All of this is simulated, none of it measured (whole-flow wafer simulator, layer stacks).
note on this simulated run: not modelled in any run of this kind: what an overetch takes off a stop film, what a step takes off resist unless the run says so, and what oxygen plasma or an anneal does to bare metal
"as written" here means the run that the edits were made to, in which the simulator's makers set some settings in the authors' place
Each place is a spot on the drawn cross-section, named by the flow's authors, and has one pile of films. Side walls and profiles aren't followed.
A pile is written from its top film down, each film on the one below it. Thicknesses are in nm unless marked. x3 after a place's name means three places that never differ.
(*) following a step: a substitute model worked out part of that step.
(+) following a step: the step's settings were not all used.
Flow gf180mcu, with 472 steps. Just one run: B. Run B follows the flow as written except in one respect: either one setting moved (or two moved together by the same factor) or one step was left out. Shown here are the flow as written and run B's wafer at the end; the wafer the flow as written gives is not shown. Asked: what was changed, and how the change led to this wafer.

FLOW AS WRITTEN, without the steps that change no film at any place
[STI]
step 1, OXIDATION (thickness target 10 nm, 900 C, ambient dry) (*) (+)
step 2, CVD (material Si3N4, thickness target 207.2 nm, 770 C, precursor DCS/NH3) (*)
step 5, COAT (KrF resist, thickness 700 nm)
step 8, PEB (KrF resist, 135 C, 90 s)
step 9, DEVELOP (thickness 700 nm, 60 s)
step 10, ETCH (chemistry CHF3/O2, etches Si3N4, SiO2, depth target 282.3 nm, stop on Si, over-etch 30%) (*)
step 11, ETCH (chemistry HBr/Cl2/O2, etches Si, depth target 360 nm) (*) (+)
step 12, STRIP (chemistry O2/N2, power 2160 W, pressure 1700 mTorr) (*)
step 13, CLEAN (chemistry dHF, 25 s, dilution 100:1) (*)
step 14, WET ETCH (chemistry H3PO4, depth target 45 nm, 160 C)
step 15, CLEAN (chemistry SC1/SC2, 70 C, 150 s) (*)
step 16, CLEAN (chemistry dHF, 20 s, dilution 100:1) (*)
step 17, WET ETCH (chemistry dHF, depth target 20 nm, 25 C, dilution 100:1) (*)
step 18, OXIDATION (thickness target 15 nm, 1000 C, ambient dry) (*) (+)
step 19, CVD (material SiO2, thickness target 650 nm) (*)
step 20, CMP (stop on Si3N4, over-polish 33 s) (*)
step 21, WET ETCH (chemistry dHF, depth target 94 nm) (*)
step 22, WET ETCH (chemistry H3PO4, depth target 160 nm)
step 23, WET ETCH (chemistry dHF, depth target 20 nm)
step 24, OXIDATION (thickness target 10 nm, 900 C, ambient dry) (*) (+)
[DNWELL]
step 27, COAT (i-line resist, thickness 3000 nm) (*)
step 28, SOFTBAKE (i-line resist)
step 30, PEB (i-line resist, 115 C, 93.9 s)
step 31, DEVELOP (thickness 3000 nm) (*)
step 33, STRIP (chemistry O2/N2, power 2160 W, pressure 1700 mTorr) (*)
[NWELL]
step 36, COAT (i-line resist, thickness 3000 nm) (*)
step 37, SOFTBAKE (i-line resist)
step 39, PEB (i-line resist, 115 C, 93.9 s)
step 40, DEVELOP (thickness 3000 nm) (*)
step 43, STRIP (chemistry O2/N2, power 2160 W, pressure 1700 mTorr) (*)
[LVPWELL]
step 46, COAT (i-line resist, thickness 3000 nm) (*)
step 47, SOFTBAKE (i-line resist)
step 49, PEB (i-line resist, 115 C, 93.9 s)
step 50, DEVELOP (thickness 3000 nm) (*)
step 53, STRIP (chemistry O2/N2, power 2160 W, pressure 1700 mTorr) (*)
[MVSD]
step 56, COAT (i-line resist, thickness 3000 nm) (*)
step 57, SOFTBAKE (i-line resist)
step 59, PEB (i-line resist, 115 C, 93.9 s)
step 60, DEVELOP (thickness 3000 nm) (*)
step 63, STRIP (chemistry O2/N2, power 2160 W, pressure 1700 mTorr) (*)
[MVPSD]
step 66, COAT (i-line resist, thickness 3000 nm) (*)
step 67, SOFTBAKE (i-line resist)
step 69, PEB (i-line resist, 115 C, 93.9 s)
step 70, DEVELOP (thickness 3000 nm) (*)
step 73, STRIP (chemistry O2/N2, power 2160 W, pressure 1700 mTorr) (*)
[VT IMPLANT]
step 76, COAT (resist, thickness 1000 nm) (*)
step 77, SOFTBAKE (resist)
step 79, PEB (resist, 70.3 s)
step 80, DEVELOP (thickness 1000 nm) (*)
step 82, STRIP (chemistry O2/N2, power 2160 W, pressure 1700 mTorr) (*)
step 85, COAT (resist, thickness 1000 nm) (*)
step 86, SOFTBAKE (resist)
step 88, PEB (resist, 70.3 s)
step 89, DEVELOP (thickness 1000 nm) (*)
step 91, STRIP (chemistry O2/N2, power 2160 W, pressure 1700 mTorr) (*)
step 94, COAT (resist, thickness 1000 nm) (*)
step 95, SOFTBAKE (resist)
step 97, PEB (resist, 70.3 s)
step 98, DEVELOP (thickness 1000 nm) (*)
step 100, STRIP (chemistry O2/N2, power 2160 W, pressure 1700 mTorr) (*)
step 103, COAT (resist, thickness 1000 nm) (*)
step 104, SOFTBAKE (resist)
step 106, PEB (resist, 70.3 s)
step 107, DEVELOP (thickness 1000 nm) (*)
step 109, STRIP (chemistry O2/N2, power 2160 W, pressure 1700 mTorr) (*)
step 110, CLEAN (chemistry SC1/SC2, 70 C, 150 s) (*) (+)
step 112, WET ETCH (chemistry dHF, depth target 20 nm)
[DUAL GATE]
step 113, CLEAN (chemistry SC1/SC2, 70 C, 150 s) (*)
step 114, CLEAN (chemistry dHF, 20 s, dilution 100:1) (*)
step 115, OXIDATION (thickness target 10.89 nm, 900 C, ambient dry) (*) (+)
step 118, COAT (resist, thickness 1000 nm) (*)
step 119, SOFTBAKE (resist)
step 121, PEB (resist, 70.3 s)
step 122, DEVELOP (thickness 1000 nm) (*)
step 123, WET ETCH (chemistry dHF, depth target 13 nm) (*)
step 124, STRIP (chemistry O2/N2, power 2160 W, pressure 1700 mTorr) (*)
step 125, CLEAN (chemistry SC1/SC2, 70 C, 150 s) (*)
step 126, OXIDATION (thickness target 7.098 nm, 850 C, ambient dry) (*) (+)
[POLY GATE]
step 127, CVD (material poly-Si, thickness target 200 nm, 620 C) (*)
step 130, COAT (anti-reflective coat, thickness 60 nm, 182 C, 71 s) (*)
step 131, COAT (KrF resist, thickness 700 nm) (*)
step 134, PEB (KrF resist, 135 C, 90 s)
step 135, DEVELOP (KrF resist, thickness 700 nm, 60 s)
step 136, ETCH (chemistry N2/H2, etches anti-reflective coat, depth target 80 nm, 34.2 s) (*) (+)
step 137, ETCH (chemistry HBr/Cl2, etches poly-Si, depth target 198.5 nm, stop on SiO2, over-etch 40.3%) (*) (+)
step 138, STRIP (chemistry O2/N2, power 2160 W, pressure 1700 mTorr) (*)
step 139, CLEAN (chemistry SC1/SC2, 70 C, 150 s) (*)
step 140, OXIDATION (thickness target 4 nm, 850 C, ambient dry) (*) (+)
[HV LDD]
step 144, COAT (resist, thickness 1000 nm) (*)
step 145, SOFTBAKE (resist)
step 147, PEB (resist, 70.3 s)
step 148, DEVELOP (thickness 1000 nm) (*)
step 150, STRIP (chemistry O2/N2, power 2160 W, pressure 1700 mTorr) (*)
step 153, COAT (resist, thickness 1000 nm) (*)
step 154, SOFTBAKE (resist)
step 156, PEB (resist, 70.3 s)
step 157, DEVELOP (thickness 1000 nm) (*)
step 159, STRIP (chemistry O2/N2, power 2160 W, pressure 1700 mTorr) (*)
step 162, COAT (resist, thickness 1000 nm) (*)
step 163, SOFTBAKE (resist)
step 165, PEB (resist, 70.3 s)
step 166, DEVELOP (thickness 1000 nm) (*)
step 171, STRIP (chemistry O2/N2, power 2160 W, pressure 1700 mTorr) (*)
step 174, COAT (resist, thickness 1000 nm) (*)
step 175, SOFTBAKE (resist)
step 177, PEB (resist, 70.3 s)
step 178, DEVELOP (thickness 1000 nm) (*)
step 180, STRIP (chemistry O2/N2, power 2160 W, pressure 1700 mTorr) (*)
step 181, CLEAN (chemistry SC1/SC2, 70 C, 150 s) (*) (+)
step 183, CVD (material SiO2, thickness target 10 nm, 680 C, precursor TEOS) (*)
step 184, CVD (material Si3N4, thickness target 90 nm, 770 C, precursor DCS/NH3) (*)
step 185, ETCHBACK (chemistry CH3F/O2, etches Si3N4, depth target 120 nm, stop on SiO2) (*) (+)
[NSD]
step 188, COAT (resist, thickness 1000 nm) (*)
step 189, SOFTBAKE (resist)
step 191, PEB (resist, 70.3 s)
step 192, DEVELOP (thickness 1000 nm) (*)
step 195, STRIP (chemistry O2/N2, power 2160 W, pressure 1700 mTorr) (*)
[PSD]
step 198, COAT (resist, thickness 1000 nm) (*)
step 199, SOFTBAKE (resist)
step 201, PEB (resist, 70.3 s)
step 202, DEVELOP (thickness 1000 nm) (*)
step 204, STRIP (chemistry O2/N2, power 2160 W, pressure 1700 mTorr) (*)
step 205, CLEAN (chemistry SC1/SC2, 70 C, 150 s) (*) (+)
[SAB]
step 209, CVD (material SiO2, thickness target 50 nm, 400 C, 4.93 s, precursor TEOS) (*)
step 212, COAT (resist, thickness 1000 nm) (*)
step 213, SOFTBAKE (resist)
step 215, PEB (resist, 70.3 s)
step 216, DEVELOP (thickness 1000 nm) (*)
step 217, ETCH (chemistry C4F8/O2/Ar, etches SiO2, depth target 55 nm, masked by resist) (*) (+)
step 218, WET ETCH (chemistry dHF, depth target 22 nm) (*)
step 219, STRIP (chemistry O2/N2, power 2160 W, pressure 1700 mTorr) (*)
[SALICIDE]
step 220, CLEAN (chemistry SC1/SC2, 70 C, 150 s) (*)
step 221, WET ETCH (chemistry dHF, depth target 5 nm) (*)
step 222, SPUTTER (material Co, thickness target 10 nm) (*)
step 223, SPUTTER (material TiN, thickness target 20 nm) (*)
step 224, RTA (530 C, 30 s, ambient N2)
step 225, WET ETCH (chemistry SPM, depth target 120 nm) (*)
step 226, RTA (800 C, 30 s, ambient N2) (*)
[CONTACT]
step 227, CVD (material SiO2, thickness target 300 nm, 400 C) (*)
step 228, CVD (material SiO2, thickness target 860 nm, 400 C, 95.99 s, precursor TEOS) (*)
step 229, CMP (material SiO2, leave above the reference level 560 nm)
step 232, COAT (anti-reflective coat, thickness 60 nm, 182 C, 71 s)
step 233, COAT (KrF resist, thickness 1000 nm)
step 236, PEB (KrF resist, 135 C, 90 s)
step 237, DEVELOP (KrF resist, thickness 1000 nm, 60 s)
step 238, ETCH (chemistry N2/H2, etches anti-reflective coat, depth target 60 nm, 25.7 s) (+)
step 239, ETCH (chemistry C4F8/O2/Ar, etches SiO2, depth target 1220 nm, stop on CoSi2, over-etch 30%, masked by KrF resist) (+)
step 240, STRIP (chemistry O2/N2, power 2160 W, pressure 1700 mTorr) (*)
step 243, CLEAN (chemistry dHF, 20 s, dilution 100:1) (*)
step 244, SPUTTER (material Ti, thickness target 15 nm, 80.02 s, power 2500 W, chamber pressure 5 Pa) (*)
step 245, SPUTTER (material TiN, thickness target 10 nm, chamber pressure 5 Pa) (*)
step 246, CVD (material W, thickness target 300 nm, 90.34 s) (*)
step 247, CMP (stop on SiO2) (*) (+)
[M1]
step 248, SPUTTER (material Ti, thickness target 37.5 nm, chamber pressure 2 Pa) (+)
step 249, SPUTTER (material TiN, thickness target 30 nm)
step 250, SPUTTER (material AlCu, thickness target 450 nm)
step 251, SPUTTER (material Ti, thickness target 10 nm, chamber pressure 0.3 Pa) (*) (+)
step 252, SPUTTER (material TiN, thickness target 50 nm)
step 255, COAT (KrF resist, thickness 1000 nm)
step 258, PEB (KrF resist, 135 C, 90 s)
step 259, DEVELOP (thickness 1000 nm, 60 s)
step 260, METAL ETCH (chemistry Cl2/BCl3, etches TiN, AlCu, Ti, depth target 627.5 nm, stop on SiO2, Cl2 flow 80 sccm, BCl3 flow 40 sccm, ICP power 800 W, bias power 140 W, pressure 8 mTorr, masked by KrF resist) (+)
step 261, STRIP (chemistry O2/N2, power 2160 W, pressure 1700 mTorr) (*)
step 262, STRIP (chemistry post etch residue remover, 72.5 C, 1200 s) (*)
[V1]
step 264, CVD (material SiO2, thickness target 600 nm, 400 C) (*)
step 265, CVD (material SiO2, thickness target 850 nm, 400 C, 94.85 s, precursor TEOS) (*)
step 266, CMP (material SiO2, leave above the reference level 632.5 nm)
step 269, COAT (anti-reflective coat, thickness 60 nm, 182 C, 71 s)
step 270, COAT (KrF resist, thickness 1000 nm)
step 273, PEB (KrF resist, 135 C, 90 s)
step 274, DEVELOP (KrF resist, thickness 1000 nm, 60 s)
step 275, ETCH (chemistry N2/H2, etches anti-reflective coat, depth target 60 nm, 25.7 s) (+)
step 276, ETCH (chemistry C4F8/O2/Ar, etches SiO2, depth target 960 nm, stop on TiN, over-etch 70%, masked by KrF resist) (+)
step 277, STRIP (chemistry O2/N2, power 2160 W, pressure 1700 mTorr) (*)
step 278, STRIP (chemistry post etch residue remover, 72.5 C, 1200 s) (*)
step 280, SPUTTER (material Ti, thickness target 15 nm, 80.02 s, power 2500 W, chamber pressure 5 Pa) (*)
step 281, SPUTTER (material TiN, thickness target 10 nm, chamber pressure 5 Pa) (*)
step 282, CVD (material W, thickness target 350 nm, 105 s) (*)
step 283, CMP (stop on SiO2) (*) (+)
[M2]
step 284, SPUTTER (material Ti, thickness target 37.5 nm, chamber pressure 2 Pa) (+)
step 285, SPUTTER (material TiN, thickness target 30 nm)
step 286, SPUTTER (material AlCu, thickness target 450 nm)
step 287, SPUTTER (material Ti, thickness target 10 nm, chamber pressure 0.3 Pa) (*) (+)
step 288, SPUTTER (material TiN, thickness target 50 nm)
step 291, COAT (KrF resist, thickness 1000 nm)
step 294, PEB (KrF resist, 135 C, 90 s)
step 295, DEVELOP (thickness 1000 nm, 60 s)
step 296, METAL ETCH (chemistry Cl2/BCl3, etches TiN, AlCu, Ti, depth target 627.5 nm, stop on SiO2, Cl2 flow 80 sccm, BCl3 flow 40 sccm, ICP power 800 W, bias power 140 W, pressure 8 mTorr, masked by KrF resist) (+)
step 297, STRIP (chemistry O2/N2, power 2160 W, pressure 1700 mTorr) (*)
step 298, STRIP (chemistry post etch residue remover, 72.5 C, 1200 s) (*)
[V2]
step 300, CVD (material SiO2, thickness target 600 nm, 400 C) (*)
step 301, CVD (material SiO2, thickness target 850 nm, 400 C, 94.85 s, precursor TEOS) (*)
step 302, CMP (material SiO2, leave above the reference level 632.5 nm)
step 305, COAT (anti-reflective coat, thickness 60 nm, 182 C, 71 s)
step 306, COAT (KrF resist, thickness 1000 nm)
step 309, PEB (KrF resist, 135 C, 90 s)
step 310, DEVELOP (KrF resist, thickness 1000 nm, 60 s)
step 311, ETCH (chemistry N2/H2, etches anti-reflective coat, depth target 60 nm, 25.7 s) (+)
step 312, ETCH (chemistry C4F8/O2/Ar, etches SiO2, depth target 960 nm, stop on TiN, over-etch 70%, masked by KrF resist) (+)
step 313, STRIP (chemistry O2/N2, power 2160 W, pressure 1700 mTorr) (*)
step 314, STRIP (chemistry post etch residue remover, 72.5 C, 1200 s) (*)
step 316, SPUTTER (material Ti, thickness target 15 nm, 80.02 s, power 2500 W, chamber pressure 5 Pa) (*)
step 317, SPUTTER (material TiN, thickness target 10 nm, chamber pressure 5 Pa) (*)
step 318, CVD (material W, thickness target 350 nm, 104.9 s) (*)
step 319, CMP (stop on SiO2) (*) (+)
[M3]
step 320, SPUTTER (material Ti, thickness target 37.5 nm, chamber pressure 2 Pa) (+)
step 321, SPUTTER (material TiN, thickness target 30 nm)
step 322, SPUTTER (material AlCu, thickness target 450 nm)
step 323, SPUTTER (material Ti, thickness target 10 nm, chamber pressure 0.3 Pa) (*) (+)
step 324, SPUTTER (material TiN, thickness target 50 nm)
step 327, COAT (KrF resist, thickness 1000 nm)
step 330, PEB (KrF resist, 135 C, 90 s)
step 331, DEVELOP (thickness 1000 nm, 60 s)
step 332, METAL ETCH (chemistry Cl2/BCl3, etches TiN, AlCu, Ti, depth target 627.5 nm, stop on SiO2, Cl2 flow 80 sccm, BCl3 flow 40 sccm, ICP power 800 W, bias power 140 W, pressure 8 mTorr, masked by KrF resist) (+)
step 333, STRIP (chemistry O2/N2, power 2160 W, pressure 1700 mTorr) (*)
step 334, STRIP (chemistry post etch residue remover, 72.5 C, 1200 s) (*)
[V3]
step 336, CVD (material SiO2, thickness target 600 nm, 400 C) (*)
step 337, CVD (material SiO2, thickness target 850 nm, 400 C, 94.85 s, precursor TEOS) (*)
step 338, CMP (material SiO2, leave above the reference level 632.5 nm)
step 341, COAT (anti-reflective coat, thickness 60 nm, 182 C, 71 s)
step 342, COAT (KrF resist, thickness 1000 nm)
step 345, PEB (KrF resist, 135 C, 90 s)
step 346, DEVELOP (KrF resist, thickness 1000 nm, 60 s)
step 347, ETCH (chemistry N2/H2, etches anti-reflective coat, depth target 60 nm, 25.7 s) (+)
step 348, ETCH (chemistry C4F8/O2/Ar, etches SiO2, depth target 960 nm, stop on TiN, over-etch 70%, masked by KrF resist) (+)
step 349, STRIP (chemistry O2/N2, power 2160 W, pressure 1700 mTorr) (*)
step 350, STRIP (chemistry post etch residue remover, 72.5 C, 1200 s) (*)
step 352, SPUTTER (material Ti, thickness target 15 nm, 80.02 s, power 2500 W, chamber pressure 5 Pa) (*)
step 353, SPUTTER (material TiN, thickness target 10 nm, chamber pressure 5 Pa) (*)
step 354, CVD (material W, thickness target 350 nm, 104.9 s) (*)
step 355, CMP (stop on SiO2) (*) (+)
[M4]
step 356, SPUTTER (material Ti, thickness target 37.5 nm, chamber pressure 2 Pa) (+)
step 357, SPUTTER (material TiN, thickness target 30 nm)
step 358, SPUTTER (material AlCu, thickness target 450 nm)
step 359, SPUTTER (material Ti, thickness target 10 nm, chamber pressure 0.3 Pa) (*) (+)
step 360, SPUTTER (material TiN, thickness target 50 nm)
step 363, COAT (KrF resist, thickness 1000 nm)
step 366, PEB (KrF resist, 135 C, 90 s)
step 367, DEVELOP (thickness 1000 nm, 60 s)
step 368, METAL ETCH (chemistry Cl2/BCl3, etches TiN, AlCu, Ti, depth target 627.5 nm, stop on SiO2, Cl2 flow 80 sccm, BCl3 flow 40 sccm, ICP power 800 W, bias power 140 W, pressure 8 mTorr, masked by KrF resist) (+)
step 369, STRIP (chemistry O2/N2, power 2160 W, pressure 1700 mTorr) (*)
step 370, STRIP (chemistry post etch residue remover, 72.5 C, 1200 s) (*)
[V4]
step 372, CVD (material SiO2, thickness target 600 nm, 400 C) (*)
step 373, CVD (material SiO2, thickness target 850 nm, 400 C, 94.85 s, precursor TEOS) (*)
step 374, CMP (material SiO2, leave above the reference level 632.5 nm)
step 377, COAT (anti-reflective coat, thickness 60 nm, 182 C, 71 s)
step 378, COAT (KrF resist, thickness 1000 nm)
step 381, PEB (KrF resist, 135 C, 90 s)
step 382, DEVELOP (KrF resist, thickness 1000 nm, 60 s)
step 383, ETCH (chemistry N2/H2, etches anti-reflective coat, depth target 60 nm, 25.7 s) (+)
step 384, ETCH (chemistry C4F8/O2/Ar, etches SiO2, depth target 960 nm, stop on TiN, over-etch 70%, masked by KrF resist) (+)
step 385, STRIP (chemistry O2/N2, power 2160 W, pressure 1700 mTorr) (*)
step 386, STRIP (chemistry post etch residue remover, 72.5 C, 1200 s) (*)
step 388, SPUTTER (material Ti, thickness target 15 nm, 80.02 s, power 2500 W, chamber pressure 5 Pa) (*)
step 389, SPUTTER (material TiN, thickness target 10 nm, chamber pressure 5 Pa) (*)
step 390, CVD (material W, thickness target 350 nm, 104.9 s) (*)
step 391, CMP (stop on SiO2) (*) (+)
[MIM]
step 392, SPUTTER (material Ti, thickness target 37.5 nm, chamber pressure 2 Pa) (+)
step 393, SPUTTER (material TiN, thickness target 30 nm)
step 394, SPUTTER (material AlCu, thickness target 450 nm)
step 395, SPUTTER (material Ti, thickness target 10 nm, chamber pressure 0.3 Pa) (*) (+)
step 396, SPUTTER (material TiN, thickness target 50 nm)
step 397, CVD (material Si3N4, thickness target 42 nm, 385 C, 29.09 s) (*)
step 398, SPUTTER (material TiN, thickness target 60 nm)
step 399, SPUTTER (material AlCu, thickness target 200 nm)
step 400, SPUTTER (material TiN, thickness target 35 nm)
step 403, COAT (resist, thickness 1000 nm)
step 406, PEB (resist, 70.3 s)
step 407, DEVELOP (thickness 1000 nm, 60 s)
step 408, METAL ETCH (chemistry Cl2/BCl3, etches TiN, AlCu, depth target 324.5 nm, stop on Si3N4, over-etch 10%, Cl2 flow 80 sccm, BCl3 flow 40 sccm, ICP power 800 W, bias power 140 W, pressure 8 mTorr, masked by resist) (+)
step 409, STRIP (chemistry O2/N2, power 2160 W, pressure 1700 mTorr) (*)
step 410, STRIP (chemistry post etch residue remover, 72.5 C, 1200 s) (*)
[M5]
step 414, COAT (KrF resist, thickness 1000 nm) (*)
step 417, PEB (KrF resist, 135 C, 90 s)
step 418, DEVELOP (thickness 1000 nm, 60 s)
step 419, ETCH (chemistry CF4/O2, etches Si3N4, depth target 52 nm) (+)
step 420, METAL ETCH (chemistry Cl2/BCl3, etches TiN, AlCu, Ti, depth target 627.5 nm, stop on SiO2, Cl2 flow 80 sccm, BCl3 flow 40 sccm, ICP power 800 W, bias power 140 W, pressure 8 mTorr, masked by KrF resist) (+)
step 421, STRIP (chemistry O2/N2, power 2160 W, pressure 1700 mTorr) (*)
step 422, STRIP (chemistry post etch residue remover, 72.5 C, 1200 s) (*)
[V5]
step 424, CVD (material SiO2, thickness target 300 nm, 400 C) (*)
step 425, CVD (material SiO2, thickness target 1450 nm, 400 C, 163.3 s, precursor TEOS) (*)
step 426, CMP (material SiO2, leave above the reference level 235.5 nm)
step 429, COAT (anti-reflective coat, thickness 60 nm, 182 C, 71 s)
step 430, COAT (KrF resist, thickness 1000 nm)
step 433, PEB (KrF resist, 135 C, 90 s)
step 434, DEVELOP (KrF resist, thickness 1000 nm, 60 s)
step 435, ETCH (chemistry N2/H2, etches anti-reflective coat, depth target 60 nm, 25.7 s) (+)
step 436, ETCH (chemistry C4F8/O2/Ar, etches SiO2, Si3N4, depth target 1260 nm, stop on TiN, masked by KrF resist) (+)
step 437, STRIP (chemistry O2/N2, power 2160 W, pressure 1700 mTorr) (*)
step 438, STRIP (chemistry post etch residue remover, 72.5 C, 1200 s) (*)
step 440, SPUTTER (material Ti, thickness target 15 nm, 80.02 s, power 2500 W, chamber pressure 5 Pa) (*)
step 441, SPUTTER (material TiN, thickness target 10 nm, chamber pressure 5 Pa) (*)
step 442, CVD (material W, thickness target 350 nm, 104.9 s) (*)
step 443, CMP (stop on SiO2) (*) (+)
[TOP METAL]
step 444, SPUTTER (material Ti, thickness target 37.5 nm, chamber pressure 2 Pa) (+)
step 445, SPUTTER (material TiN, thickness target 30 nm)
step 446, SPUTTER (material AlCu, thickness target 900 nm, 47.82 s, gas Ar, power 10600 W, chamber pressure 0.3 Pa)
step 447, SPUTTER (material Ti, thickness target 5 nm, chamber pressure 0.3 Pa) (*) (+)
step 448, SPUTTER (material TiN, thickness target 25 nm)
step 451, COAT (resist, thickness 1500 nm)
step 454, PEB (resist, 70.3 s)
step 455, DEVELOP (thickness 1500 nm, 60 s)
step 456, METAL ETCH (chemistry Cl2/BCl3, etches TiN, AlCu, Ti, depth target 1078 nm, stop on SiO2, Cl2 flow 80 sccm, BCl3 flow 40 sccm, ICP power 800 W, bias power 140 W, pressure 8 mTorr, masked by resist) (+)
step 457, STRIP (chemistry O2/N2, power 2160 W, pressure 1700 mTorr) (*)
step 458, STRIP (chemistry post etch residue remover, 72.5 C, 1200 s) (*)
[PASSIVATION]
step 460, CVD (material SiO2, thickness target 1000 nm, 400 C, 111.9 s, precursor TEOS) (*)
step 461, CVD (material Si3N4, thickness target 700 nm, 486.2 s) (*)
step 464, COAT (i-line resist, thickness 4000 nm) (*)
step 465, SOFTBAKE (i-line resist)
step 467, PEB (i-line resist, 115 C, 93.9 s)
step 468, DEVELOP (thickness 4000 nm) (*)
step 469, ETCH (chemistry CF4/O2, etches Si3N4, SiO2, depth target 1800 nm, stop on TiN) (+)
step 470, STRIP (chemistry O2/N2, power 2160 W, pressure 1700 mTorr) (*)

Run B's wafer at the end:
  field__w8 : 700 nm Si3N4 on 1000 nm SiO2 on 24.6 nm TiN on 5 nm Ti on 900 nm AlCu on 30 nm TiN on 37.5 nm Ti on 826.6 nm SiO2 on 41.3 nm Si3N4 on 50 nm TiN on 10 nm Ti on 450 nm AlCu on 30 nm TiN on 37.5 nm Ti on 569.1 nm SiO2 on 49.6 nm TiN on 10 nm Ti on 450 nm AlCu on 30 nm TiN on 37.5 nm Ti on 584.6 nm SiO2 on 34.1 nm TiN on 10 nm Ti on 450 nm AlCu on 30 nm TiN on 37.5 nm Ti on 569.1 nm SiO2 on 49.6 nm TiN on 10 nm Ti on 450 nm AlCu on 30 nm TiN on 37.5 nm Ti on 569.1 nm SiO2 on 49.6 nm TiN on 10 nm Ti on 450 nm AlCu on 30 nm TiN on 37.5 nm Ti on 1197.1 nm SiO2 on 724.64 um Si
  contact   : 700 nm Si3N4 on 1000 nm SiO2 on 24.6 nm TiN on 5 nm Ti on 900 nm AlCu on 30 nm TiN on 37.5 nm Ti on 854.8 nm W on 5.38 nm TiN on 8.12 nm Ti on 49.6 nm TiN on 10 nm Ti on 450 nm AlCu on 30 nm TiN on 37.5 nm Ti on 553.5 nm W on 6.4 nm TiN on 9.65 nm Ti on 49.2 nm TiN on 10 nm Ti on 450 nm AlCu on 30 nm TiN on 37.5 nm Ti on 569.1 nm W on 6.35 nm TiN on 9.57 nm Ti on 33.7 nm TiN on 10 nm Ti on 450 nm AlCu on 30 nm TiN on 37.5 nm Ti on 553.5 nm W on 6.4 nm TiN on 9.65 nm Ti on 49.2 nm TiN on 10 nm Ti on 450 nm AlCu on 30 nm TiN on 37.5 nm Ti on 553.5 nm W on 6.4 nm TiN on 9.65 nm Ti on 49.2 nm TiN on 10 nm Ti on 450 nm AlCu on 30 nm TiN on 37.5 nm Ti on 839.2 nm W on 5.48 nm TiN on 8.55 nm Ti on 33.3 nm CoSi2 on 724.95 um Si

The reason: step 324, SPUTTER: thickness target 34.5 nm was run, while the flow as written has thickness target 50 nm.

The path from the change to this, step by step:
  step 324, SPUTTER (material TiN, thickness target 50 nm)
      field, field__w1, field__w2 and 108 more: +34.5 TiN (new film) (it would be, as written: +50 TiN (new film))
  step 332, METAL ETCH (chemistry Cl2/BCl3, etches TiN, AlCu, Ti, depth target 627.5 nm, stop on SiO2, Cl2 flow 80 sccm, BCl3 flow 40 sccm, ICP power 800 W, bias power 140 W, pressure 8 mTorr, masked by KrF resist) (+)
      field, field__w1, field__w2 and 103 more: -34.5 TiN (all of it), -10 Ti (all of it), -450 AlCu (all of it), -30 TiN (all of it), -37.5 Ti (all of it) (it would be, as written: -50 TiN (all of it), -10 Ti (all of it), -450 AlCu (all of it), -30 TiN (all of it), -37.5 Ti (all of it))
  step 348, ETCH (chemistry C4F8/O2/Ar, etches SiO2, depth target 960 nm, stop on TiN, over-etch 70%, masked by KrF resist) (+)
      contact: -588 SiO2 (all of it) (it would be, as written: -572.5 SiO2 (all of it))
